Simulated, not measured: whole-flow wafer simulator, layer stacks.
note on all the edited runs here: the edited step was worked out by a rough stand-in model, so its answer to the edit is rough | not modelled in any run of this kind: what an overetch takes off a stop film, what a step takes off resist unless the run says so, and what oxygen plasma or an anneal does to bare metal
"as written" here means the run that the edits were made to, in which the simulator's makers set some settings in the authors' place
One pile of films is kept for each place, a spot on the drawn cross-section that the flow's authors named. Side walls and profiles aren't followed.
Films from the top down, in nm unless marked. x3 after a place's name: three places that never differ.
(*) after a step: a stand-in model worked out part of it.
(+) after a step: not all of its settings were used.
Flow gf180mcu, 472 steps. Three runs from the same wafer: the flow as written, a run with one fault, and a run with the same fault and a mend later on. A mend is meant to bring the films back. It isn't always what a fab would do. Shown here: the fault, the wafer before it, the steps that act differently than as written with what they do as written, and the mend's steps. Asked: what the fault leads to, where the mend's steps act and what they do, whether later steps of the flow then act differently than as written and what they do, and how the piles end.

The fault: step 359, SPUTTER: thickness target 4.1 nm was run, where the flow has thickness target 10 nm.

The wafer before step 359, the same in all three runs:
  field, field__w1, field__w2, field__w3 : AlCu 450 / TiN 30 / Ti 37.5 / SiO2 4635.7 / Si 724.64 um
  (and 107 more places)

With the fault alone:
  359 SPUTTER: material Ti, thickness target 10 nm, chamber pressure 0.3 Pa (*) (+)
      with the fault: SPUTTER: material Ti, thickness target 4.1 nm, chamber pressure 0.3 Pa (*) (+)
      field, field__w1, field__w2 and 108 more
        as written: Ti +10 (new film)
        with the fault: Ti +4.1 (new film)
  Later steps of the flow that act differently than as written (5 more steps differ only slightly, by at most 2% or 0.5 nm, whichever is larger, and aren't shown):
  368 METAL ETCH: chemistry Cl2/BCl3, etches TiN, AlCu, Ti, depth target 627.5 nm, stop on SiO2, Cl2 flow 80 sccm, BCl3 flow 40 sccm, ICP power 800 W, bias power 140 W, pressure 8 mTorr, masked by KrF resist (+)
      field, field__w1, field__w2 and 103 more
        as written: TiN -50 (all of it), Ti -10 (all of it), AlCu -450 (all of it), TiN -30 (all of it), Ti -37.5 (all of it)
        with the fault: TiN -50 (all of it), Ti -4.1 (all of it), AlCu -450 (all of it), TiN -30 (all of it), Ti -37.5 (all of it)
  At the end the piles differ from the flow's by more than 2% or 0.5 nm, whichever is larger, at field__w8, contact, m1, m1__w1, m1_nw.
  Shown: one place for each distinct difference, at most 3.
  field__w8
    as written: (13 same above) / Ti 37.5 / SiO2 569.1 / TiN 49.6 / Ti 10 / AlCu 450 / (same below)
    with the fault: (13 same above) / Ti 37.5 / SiO2 575 / TiN 49.6 / Ti 4.1 / AlCu 450 / (same below)
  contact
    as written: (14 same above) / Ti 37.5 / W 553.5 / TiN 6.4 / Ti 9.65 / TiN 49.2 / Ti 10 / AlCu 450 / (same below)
    with the fault: (14 same above) / Ti 37.5 / W 559.5 / TiN 6.38 / Ti 9.62 / TiN 49.2 / Ti 4.1 / AlCu 450 / (same below)

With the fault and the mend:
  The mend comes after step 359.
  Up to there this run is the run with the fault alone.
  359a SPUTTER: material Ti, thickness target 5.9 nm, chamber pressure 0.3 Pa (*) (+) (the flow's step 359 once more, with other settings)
      field, field__w1, field__w2 and 108 more
        Ti +5.9
  No later step of the flow acts differently than as written at any place that is followed.
  At the end the piles are the same as the flow's at every place that both follow.
